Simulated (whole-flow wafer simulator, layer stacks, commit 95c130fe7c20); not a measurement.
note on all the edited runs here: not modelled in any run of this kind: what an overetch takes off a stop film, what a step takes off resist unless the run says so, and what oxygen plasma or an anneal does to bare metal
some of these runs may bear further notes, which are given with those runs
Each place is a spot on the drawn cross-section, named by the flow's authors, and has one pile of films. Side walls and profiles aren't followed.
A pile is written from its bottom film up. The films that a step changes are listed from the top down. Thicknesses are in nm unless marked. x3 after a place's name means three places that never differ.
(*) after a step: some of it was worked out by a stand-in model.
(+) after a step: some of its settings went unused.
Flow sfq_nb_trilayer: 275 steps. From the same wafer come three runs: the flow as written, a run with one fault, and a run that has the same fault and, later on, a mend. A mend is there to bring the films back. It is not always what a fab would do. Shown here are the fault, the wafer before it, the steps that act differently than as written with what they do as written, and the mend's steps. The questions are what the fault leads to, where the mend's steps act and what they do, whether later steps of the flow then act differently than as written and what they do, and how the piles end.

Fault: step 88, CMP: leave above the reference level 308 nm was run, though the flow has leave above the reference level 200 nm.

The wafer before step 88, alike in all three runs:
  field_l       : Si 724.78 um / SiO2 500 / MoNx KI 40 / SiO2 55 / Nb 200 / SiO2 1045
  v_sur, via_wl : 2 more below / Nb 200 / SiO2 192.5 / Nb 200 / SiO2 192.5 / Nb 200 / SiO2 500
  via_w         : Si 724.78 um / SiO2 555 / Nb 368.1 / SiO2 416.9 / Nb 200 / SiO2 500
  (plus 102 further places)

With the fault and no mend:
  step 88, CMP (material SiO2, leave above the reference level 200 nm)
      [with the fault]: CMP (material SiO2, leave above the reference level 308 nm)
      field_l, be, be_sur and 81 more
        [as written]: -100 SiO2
        [with the fault]: nothing
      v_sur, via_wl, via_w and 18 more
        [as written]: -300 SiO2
        [with the fault]: -192 SiO2
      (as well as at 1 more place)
  Steps later in the flow that act otherwise than as written (not shown: 6 more steps that differ only slightly, by at most 2% or 0.5 nm, whichever is larger):
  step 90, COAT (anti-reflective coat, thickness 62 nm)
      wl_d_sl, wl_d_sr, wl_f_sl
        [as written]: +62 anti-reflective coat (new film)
        [with the fault]: +63.4 anti-reflective coat (new film)
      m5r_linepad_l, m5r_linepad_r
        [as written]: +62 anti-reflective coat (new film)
        [with the fault]: +65.4 anti-reflective coat (new film)
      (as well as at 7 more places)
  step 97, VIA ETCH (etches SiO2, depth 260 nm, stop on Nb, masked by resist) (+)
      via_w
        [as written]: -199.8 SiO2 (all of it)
        [with the fault]: -260 SiO2
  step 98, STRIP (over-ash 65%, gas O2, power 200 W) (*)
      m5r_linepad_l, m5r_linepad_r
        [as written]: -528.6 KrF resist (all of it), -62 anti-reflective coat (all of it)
        [with the fault]: -527.6 KrF resist (all of it), -65.4 anti-reflective coat (all of it)
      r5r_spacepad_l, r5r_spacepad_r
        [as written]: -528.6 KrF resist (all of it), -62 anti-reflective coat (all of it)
        [with the fault]: -527.9 KrF resist (all of it), -65.5 anti-reflective coat (all of it)
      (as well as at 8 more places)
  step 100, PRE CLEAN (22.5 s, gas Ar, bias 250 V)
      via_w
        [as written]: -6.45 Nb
        [with the fault]: -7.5 SiO2
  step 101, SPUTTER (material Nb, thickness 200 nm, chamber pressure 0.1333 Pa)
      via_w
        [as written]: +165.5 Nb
        [with the fault]: +152.6 Nb (new film)
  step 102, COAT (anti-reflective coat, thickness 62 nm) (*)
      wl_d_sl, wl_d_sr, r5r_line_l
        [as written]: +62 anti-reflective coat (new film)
        [with the fault]: +63.4 anti-reflective coat (new film)
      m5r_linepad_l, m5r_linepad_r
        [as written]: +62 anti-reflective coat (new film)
        [with the fault]: +65 anti-reflective coat (new film)
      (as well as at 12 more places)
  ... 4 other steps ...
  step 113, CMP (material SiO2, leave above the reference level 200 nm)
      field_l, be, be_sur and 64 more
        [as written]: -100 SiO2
        [with the fault]: -92 SiO2
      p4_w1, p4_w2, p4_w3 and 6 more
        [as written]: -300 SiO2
        [with the fault]: -292 SiO2
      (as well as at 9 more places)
  At field_l, v_sur, via_wl and 103 more, the piles at the end differ from the flow's by more than 2% or 0.5 nm, whichever is larger.
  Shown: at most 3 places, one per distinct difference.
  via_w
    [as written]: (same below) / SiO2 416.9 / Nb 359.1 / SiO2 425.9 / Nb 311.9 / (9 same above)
    [with the fault]: (same below) / SiO2 416.9 / Nb 200 / SiO2 40.3 / Nb 152.6 / SiO2 500.1 / Nb 311.9 / (9 same above)
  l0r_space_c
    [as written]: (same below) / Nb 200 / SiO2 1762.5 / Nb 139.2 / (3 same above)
    [with the fault]: (same below) / Nb 200 / SiO2 1870.5 / Nb 139.2 / (3 same above)
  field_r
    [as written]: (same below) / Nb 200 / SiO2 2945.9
    [with the fault]: (same below) / Nb 200 / SiO2 3053.9

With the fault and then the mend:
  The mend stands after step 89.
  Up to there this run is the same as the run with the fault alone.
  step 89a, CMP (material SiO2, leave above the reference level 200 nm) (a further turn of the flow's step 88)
      field_l, be, be_sur and 81 more
        -100 SiO2
      v_sur, via_wl, via_w and 19 more
        -108 SiO2
  None of the later steps of the flow acts differently than as written at any place that is followed.
  At every place that both follow, the piles at the end match the flow's.
